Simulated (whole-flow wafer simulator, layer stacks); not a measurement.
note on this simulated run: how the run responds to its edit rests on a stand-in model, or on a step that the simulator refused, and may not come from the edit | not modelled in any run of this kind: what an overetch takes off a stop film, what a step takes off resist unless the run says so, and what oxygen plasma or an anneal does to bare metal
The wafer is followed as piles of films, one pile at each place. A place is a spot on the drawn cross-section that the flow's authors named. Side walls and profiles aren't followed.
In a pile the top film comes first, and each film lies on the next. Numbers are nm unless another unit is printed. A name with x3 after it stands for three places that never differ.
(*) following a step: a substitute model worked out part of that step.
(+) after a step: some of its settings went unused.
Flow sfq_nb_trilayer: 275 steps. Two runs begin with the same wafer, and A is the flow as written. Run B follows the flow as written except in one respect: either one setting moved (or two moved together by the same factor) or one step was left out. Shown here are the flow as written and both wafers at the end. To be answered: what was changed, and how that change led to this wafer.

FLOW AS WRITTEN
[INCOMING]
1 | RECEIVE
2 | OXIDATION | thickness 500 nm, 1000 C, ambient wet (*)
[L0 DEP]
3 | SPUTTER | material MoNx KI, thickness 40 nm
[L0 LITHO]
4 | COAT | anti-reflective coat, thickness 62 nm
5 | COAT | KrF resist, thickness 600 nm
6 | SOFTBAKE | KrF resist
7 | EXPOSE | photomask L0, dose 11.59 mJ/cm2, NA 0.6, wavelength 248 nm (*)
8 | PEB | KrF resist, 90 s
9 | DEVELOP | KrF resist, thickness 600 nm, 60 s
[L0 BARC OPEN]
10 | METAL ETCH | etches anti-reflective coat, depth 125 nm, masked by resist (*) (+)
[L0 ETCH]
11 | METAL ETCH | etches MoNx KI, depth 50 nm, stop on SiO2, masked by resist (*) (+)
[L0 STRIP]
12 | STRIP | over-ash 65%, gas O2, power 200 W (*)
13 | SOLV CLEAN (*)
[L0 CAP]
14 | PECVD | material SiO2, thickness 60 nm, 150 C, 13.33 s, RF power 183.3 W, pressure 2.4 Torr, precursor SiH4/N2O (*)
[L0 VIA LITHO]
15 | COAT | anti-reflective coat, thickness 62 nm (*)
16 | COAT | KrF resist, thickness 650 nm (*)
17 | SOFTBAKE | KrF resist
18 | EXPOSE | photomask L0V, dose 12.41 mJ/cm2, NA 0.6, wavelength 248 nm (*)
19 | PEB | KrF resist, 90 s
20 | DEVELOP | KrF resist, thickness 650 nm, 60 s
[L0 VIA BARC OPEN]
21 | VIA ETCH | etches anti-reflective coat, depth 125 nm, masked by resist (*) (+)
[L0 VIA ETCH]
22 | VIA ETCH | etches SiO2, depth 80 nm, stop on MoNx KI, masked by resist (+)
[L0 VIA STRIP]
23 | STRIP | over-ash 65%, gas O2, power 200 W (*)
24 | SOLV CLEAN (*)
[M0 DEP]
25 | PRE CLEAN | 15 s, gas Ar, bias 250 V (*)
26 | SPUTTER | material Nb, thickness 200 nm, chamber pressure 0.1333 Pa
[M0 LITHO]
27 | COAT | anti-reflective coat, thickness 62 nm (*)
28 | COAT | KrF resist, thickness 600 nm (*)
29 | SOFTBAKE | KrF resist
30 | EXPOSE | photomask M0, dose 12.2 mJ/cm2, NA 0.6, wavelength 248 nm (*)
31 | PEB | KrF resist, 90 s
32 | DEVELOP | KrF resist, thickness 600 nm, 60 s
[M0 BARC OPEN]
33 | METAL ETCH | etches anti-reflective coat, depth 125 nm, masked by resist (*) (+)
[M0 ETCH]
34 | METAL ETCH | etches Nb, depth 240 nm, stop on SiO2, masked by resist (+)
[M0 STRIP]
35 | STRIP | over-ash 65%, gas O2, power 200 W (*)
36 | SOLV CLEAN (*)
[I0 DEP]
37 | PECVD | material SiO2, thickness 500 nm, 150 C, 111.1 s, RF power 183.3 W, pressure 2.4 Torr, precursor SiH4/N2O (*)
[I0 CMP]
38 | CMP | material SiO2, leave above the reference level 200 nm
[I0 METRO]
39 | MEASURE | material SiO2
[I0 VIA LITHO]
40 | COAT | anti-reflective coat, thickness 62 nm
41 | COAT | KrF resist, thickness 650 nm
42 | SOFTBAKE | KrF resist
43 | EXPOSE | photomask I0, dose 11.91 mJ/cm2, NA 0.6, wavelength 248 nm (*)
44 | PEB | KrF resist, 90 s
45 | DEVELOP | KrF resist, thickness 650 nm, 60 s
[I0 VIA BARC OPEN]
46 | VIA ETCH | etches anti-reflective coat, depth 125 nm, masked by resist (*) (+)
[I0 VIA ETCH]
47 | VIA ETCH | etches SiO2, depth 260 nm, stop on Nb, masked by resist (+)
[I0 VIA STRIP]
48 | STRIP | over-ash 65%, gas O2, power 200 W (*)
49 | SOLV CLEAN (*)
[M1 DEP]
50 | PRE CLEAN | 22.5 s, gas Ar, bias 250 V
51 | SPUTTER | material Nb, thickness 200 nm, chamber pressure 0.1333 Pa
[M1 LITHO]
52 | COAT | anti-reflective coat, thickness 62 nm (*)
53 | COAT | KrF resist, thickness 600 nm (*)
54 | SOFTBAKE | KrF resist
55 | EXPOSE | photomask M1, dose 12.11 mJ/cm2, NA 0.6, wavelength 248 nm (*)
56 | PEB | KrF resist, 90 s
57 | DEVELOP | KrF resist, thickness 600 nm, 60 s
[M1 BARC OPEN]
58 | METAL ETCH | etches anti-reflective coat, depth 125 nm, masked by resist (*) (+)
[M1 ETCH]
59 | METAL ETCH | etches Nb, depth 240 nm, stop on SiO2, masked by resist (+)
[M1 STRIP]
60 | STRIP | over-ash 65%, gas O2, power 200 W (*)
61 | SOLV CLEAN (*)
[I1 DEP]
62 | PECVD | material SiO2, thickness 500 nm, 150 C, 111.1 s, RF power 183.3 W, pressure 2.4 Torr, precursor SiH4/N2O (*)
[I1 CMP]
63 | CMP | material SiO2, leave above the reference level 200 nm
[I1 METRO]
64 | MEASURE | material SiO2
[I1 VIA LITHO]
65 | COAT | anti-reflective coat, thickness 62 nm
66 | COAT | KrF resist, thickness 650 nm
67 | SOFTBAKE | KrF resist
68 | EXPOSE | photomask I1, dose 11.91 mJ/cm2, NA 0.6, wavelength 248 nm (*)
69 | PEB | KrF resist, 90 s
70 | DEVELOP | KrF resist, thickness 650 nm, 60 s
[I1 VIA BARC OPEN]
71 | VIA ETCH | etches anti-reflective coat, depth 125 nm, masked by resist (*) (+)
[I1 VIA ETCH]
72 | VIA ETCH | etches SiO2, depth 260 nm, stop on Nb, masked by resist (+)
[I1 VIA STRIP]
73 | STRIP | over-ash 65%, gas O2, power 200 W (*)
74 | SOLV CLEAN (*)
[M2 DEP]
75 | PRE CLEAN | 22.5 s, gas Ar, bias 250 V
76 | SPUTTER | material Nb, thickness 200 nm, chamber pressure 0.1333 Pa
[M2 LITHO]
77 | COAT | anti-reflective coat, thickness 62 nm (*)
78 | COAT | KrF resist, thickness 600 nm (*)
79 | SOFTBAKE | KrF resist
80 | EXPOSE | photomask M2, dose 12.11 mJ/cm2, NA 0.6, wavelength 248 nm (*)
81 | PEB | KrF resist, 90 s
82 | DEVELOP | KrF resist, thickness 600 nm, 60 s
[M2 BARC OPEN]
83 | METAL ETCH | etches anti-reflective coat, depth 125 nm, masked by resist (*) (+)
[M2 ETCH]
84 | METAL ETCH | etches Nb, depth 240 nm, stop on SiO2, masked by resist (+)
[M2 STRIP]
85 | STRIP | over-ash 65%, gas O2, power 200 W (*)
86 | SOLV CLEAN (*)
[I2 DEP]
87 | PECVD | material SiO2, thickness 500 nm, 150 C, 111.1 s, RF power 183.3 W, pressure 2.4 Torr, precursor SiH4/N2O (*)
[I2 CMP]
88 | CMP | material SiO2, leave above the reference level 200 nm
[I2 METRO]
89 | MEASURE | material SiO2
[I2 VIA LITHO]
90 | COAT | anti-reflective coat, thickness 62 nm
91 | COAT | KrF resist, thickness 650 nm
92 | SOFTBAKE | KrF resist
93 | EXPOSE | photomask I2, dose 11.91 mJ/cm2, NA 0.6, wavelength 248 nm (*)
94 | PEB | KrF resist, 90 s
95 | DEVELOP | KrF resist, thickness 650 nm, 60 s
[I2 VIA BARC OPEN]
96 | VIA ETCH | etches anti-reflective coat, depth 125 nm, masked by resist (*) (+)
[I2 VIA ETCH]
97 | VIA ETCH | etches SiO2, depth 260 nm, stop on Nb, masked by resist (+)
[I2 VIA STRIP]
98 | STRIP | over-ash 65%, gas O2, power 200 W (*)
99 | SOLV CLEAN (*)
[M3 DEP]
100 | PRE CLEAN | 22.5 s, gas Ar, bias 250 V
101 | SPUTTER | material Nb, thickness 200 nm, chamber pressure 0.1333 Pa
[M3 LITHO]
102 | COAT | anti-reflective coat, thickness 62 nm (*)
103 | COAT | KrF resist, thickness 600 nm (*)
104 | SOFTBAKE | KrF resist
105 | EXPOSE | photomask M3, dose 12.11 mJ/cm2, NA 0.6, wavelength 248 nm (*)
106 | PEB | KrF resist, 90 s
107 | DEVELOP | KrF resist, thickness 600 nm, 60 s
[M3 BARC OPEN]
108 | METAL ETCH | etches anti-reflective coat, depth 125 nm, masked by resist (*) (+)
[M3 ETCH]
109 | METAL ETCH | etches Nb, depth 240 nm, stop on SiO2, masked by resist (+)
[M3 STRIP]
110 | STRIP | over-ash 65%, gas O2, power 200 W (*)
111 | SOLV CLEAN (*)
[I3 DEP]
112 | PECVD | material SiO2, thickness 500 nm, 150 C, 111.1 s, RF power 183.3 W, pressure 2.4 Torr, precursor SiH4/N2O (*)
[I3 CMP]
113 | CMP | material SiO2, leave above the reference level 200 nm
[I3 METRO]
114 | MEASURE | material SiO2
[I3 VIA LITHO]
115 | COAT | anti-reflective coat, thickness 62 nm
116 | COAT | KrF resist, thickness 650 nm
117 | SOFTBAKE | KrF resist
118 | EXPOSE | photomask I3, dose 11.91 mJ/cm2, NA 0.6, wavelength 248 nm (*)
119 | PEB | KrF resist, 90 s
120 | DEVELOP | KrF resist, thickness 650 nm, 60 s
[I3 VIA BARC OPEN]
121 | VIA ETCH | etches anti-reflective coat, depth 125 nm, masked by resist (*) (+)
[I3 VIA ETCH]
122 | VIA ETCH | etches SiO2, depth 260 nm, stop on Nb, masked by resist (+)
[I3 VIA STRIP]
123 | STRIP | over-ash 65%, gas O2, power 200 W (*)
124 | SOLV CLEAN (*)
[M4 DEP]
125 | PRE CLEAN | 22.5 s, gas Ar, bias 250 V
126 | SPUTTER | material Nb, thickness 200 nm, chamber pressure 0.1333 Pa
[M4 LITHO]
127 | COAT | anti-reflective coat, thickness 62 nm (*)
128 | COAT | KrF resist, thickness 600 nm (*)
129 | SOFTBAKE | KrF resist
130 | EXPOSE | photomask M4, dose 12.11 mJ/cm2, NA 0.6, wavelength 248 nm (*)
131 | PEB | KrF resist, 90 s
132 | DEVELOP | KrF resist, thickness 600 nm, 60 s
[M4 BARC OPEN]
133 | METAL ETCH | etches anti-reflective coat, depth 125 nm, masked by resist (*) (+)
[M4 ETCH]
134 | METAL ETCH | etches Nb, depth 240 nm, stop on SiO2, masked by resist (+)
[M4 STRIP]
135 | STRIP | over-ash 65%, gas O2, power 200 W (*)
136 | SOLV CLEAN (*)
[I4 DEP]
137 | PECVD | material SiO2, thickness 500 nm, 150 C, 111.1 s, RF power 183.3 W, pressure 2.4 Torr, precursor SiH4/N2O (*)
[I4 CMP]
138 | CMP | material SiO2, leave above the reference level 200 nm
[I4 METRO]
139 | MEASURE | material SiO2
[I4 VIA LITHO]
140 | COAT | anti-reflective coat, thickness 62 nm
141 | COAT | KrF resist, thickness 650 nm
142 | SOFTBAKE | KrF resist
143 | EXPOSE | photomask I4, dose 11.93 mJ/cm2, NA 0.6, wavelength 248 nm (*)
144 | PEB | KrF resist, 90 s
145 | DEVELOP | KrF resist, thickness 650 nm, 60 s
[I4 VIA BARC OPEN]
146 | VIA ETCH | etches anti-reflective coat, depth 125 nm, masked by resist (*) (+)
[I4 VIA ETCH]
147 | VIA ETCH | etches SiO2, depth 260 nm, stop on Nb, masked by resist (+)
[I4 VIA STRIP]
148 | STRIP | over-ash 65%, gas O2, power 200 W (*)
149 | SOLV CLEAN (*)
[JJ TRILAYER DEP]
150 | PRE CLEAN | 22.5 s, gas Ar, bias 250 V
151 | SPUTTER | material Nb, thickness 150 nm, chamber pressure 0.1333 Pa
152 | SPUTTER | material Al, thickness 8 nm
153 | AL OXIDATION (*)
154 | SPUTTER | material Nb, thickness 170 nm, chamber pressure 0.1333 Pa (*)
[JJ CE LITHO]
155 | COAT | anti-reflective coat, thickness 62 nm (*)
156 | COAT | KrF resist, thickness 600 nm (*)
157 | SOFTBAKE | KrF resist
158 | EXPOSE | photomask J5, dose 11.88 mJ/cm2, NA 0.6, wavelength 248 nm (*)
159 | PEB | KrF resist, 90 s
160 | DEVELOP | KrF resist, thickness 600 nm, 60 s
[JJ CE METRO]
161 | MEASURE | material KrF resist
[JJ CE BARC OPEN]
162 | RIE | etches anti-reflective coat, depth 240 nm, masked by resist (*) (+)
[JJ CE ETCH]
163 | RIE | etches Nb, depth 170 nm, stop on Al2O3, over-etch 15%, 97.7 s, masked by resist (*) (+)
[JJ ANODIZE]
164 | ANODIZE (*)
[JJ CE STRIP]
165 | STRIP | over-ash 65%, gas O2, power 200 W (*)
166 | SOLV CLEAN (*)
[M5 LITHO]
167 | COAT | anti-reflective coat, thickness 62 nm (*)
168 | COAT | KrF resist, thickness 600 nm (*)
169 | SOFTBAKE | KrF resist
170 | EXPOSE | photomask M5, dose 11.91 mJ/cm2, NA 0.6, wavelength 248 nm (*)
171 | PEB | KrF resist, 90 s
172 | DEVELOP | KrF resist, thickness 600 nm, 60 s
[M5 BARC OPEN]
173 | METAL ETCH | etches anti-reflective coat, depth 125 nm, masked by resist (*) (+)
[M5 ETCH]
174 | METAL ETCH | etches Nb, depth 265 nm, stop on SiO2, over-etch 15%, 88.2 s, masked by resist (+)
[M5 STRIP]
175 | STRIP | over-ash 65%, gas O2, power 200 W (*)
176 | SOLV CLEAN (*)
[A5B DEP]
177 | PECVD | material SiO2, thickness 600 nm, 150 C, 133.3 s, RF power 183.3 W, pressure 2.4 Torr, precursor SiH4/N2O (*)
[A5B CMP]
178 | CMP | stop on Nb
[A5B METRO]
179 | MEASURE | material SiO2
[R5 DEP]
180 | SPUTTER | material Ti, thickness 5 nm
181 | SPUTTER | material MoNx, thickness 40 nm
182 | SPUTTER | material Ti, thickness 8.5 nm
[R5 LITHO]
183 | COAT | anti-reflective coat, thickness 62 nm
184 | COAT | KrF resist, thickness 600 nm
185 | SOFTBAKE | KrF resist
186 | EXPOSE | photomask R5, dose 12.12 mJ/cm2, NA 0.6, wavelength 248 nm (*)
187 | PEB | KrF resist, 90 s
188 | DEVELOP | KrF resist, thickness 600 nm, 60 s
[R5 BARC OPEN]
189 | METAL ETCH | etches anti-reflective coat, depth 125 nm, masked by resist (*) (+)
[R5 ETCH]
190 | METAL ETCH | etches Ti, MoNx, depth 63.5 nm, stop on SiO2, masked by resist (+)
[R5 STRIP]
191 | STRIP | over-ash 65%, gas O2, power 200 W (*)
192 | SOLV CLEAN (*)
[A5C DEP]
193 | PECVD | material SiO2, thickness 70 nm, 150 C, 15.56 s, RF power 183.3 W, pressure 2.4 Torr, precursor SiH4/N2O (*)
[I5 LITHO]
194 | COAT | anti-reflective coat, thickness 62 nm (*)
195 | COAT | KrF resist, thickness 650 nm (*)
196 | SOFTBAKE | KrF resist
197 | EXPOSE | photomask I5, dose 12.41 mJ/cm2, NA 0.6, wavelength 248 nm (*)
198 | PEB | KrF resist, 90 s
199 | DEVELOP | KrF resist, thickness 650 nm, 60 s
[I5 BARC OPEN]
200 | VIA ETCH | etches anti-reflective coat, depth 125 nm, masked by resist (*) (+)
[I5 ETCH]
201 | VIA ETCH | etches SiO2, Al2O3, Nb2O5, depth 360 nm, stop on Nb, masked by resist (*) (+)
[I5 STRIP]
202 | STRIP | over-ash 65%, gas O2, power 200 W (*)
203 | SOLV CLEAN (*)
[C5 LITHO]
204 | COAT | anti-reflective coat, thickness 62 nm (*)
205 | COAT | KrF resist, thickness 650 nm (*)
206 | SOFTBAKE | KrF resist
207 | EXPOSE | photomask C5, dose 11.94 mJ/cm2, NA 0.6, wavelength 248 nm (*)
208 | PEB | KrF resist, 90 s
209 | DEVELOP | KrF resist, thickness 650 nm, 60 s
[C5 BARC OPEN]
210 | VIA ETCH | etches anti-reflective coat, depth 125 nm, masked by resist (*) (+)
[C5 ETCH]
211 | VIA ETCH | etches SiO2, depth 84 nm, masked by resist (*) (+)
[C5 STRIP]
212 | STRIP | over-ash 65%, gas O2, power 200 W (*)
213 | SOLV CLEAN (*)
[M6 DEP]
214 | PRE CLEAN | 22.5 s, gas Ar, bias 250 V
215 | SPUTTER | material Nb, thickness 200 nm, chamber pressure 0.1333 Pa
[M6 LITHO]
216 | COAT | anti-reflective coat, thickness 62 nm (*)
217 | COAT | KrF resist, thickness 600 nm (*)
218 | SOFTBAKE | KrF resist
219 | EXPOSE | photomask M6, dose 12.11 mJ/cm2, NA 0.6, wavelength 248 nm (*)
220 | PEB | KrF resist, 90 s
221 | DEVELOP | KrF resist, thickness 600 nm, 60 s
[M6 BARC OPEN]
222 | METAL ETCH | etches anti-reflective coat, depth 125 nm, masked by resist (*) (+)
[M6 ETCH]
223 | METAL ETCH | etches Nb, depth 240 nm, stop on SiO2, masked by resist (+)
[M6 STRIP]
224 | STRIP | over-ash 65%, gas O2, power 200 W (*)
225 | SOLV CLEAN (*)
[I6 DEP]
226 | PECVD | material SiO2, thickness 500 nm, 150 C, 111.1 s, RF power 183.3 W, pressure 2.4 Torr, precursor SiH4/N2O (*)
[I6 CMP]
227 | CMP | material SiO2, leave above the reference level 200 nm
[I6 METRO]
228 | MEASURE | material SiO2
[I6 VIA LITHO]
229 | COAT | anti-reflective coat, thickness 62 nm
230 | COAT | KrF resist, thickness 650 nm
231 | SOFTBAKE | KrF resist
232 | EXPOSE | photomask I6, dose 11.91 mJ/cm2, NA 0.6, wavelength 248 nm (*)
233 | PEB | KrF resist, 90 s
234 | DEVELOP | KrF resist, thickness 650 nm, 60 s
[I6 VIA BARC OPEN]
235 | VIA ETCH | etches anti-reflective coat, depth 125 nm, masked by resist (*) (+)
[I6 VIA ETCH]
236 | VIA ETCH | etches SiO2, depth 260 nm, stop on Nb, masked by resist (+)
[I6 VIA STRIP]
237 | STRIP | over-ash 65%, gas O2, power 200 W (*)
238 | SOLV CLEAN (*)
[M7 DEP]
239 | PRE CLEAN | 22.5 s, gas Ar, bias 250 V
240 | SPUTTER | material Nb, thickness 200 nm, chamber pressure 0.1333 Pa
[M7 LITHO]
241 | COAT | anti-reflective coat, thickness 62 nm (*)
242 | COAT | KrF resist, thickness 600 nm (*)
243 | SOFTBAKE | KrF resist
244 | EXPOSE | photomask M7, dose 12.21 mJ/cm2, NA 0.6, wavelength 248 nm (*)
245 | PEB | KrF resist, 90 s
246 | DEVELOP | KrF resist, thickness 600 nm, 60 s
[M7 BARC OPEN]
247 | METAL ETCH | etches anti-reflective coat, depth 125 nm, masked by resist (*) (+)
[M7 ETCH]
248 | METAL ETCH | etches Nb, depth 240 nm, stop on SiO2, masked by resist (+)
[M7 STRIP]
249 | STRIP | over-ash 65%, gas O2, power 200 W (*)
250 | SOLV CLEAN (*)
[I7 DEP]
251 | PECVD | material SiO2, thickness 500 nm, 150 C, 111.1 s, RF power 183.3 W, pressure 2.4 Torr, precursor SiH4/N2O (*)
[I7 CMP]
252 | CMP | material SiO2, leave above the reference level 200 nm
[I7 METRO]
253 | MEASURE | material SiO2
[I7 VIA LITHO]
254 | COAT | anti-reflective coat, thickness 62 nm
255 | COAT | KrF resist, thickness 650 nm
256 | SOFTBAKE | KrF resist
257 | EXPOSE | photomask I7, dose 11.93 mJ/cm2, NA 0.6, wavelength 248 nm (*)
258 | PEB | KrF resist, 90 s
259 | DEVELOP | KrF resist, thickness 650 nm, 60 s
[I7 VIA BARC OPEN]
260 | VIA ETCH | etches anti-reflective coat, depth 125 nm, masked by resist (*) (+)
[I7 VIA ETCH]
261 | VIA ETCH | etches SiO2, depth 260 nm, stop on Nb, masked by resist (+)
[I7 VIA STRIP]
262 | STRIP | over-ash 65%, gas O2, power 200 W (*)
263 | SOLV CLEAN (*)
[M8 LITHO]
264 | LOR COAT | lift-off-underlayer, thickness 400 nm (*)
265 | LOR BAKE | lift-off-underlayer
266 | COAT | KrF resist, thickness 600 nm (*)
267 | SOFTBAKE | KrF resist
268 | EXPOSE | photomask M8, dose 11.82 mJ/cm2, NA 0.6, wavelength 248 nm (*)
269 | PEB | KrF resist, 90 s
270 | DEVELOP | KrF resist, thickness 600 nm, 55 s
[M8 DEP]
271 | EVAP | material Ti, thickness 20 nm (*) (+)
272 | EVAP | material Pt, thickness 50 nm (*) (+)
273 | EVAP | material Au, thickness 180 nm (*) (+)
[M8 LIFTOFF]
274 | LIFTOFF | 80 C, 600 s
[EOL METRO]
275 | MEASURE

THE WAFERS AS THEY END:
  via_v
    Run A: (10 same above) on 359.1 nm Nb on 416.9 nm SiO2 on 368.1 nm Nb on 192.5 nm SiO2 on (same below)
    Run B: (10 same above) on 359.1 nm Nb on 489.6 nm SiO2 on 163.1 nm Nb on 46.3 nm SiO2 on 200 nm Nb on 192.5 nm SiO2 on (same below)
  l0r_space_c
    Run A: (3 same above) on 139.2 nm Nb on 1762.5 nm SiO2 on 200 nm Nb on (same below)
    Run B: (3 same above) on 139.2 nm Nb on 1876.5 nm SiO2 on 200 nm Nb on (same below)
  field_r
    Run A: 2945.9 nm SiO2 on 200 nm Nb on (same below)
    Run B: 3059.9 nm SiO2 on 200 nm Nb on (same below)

The reason: step 63, CMP: leave above the reference level 314 nm was run, while the flow as written has leave above the reference level 200 nm.

Step by step, how the change led to this:
  63 | CMP | material SiO2, leave above the reference level 200 nm
      field_l, be, be_sur and 72 more: A -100 SiO2 | B nothing
      lsp_m, ln_m6, lsp_r, l0_sur, l0v: A -94.9 SiO2 | B nothing
      (and at 26 other places as well)
  65 | COAT | anti-reflective coat, thickness 62 nm
      wl_g_sr, m0r_space_l, m0r_space_r, m6r_space_l, m6r_space_r, m7r_space_l, m7r_space_r: A +62 anti-reflective coat (new film) | B +64 anti-reflective coat (new film)
      field_l, r5r_line_c: A +62 anti-reflective coat (new film) | B +64.2 anti-reflective coat (new film)
      (and at 17 other places as well)
  72 | VIA ETCH | etches SiO2, depth 260 nm, stop on Nb, masked by resist (+)
      via_v: A -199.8 SiO2 (all of it) | B -260 SiO2
  73 | STRIP | over-ash 65%, gas O2, power 200 W (*)
      m0r_space_l, m0r_space_r, m6r_space_l, m6r_space_r, m7r_space_l, m7r_space_r: A -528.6 KrF resist (all of it), -62 anti-reflective coat (all of it) | B -530.9 KrF resist (all of it), -64 anti-reflective coat (all of it)
      m5r_linepad_l, m5r_linepad_r: A -528.6 KrF resist (all of it), -62 anti-reflective coat (all of it) | B -526.6 KrF resist (all of it), -68.4 anti-reflective coat (all of it)
      (and at 18 other places as well)
  75 | PRE CLEAN | 22.5 s, gas Ar, bias 250 V
      via_v: A -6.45 Nb | B -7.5 SiO2
  76 | SPUTTER | material Nb, thickness 200 nm, chamber pressure 0.1333 Pa
      via_v: A +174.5 Nb | B +163.1 Nb (new film)
  77 | COAT | anti-reflective coat, thickness 62 nm (*)
      m0r_space_l, m0r_space_r, m6r_space_l, m6r_space_r, m7r_space_l, m7r_space_r: A +62 anti-reflective coat (new film) | B +63.8 anti-reflective coat (new film)
      p3_s0, r5r_line_c: A +62 anti-reflective coat (new film) | B +63.6 anti-reflective coat (new film)
      (and at 21 other places as well)
  78 | COAT | KrF resist, thickness 600 nm (*)
      via_v: A +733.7 KrF resist (new film) | B +779.5 KrF resist (new film)
  83 | METAL ETCH | etches anti-reflective coat, depth 125 nm, masked by resist (*) (+)
      m0r_space_l, m0r_space_r, m6r_space_l, m6r_space_r, m7r_space_l, m7r_space_r: A -62 anti-reflective coat (all of it) | B -63.8 anti-reflective coat (all of it)
      p3_s0, r5r_line_c: A -62 anti-reflective coat (all of it) | B -63.6 anti-reflective coat (all of it)
      (and at 13 other places as well)
  85 | STRIP | over-ash 65%, gas O2, power 200 W (*)
      v_sur: A -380 KrF resist (all of it), -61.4 anti-reflective coat (all of it) | B -374.8 KrF resist (all of it), -57.8 anti-reflective coat (all of it)
      via_wl: A -379.5 KrF resist (all of it), -61.3 anti-reflective coat (all of it) | B -372.8 KrF resist (all of it), -59.9 anti-reflective coat (all of it)
      (and at 6 other places as well)
  87 | PECVD | material SiO2, thickness 500 nm, 150 C, 111.1 s, RF power 183.3 W, pressure 2.4 Torr, precursor SiH4/N2O (*)
      via_v: A +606 SiO2 (new film) | B +678.7 SiO2 (new film)
  88 | CMP | material SiO2, leave above the reference level 200 nm
      field_l, be, be_sur and 72 more: A -100 SiO2 | B -86 SiO2
      lsp_m, ln_m6, lsp_r, l0_sur, l0v: A -100 SiO2 | B -80.9 SiO2
With metal films that touch counted as one body, via_v has 7 bodies (between them, from the top down: SiO2 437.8; SiO2 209 / Al2O3 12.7 / Nb2O5 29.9; SiO2 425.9; SiO2 489.6; SiO2 46.3; SiO2 192.5); the flow as written gives 6 bodies (between them, from the top down: SiO2 437.8; SiO2 209 / Al2O3 12.7 / Nb2O5 29.9; SiO2 425.9; SiO2 416.9; SiO2 192.5).
